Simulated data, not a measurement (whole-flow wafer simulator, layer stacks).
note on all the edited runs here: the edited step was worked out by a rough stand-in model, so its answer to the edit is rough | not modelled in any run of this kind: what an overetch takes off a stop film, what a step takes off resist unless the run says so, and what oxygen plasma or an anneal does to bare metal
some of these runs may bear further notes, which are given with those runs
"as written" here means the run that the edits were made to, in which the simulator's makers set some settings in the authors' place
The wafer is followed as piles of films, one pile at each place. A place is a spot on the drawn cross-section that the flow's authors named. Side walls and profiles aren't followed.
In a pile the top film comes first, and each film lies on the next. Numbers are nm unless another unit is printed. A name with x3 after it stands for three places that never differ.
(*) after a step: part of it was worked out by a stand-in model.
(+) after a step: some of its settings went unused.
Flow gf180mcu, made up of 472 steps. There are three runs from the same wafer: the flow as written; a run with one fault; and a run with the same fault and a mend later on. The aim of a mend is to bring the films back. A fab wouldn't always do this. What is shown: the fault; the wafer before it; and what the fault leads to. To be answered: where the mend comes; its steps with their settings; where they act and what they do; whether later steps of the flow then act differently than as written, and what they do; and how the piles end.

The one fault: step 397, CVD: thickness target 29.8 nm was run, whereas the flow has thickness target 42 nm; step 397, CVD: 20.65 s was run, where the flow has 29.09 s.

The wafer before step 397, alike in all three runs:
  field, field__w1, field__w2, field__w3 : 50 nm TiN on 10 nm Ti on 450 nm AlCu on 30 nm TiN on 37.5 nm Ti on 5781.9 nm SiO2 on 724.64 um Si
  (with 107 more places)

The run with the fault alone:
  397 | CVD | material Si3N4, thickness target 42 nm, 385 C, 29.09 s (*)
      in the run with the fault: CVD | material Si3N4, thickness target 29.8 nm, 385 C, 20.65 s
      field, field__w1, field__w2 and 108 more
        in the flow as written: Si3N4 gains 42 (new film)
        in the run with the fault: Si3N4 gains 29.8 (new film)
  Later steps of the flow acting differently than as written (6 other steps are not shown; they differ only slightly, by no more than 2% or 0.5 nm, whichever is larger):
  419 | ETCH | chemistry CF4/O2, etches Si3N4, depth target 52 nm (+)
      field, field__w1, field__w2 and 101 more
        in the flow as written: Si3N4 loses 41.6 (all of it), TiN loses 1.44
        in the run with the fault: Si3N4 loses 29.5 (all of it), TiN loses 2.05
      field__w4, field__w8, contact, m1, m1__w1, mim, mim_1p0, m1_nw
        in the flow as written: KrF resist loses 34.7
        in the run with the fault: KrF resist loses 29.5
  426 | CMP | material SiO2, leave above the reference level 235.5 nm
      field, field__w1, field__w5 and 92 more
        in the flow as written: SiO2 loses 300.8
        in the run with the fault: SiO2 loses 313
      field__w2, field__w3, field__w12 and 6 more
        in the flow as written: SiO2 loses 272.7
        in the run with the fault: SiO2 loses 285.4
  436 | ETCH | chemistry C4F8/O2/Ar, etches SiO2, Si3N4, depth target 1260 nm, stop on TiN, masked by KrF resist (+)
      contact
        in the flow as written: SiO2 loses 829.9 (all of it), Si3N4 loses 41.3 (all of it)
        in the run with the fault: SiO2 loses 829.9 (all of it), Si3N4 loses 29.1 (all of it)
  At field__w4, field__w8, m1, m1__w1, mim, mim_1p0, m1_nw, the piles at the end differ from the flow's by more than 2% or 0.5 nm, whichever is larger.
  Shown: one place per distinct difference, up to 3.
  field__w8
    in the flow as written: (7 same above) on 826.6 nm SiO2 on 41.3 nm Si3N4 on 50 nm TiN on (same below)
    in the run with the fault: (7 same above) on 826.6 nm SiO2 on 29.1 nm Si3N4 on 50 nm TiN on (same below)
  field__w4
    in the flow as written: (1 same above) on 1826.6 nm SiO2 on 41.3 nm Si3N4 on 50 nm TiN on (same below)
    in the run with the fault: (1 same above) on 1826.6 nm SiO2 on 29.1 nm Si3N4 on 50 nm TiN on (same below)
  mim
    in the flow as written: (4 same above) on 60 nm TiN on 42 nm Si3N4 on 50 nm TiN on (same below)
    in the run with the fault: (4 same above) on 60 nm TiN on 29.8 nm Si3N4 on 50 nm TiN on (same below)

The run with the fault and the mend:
  The mend follows step 397.
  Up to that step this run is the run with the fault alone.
  397a | CVD | material Si3N4, thickness target 12.2 nm, 385 C, 8.449 s (the flow's step 397, run once more with other settings)
      field, field__w1, field__w2 and 108 more
        Si3N4 gains 12.2
  Later steps of the flow that are run all act as written at every place that is followed, up to a difference of at most 2% or 0.5 nm, whichever is larger.
  At the end the piles are close to the flow's at the places that both follow, differing by at most 2% or 0.5 nm, whichever is larger.
